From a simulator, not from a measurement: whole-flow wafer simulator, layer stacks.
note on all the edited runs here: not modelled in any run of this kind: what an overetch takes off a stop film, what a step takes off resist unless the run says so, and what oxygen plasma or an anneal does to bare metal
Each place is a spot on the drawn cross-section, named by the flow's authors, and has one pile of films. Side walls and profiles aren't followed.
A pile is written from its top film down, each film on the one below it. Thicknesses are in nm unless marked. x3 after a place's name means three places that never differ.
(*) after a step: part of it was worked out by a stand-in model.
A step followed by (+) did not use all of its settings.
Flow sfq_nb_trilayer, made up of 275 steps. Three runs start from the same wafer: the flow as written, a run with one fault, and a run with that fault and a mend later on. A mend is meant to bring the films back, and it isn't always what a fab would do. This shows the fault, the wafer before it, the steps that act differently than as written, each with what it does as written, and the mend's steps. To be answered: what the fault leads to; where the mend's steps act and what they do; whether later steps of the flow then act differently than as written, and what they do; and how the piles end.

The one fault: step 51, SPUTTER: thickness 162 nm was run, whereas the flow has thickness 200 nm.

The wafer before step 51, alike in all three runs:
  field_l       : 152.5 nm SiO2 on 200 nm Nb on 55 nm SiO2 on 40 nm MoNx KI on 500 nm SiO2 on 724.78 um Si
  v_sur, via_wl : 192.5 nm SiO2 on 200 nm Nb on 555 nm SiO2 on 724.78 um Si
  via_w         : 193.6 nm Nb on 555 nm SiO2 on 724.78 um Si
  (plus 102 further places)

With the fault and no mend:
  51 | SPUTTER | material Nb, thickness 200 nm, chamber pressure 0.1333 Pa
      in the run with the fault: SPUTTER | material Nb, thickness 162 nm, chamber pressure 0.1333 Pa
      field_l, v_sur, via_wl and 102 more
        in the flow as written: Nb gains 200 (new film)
        in the run with the fault: Nb gains 162 (new film)
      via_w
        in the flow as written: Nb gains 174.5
        in the run with the fault: Nb gains 141.9
  Steps further on in the flow that do not act as written (not shown: 2 more steps that differ only slightly, by at most 2% or 0.5 nm, whichever is larger):
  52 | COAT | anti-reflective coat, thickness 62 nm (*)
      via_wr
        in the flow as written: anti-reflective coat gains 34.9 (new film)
        in the run with the fault: anti-reflective coat gains 33.7 (new film)
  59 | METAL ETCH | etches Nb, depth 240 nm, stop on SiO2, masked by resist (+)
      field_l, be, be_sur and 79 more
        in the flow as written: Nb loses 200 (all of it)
        in the run with the fault: Nb loses 162 (all of it)
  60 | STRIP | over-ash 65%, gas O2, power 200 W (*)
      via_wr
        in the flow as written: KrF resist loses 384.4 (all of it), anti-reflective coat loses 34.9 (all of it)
        in the run with the fault: KrF resist loses 385.9 (all of it), anti-reflective coat loses 33.7 (all of it)
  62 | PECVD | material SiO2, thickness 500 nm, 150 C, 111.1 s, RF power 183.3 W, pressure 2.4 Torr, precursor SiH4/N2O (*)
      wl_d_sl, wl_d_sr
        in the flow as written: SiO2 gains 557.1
        in the run with the fault: SiO2 gains 519.1
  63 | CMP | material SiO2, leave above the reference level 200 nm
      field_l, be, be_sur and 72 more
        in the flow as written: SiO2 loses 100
        in the run with the fault: SiO2 loses 138
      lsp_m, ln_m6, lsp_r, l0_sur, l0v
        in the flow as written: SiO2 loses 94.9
        in the run with the fault: SiO2 loses 138
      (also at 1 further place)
  The piles end different from the flow's at v_sur, via_wl, via_w and 75 more by more than 2% or 0.5 nm, whichever is larger.
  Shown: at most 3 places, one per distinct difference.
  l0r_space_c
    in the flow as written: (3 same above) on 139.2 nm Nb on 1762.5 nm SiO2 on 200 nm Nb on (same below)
    in the run with the fault: (3 same above) on 139.2 nm Nb on 1724.5 nm SiO2 on 200 nm Nb on (same below)
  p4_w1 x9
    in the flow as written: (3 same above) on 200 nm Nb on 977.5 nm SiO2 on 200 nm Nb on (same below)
    in the run with the fault: (3 same above) on 200 nm Nb on 939.5 nm SiO2 on 200 nm Nb on (same below)
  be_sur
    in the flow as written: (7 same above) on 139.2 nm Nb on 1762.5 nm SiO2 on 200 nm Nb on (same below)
    in the run with the fault: (7 same above) on 139.2 nm Nb on 1724.5 nm SiO2 on 200 nm Nb on (same below)

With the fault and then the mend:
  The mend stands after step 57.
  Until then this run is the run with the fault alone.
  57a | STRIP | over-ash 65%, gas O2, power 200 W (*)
      p4_fl x3, p4_w1 x9, p4_g1 x2 and 47 more
        anti-reflective coat loses 62 (all of it)
      wl_j_sl, wl_jj, wl_j_sr and 13 more
        KrF resist loses 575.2 (all of it), anti-reflective coat loses 62 (all of it)
      r_sur, res, r_end and 8 more
        anti-reflective coat loses 61.8 (all of it)
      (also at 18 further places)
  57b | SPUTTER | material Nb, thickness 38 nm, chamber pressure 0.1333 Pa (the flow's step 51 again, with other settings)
      field_l, v_sur, via_wl and 102 more
        Nb gains 38
      via_w
        Nb gains 29.5
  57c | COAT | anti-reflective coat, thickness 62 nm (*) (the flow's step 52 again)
      p4_fl x3, p4_w1 x9, p4_g1 x2 and 63 more
        anti-reflective coat gains 62 (new film)
      r_sur, res, r_end and 9 more
        anti-reflective coat gains 61.8 (new film)
      jj_sur, ce_l, c5j, ce_r, sp_r, be_r
        anti-reflective coat gains 61.7 (new film)
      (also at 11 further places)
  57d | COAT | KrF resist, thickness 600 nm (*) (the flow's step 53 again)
      p4_fl x3, p4_w1 x9, p4_g1 x2 and 63 more
        KrF resist gains 600 (new film)
      res, r_end, moat, field_r, l0_sur
        KrF resist gains 599.4 (new film)
      lsp_l, ln_m5, lsp_m, ln_m6, lsp_r
        KrF resist gains 599.5 (new film)
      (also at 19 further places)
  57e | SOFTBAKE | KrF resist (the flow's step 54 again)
      alters no film at any place that is followed
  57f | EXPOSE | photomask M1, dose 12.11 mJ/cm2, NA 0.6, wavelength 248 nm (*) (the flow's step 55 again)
      alters no film at any place that is followed
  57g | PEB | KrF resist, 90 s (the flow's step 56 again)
      wire, be, be_sur and 96 more
        KrF resist loses 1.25
      field_l, via_v
        KrF resist loses 1.24
      via_wl, via_wr
        KrF resist loses 1.26
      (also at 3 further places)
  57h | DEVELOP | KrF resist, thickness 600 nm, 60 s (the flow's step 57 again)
      p4_fl x3, p4_w1 x9, p4_g1 x2 and 47 more
        KrF resist loses 598.7 (all of it)
      v_sur, via_wl, via_w and 21 more
        KrF resist loses 23.5
      moat, field_r, lsp_l, lsp_m, ln_m6, lsp_r, l0_sur
        KrF resist loses 598.2 (all of it)
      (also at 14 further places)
  Later steps of the flow that are run all act as written at every place that is followed, up to a difference of at most 2% or 0.5 nm, whichever is larger.
  At the end the piles are close to the flow's at the places that both follow, differing by at most 2% or 0.5 nm, whichever is larger.
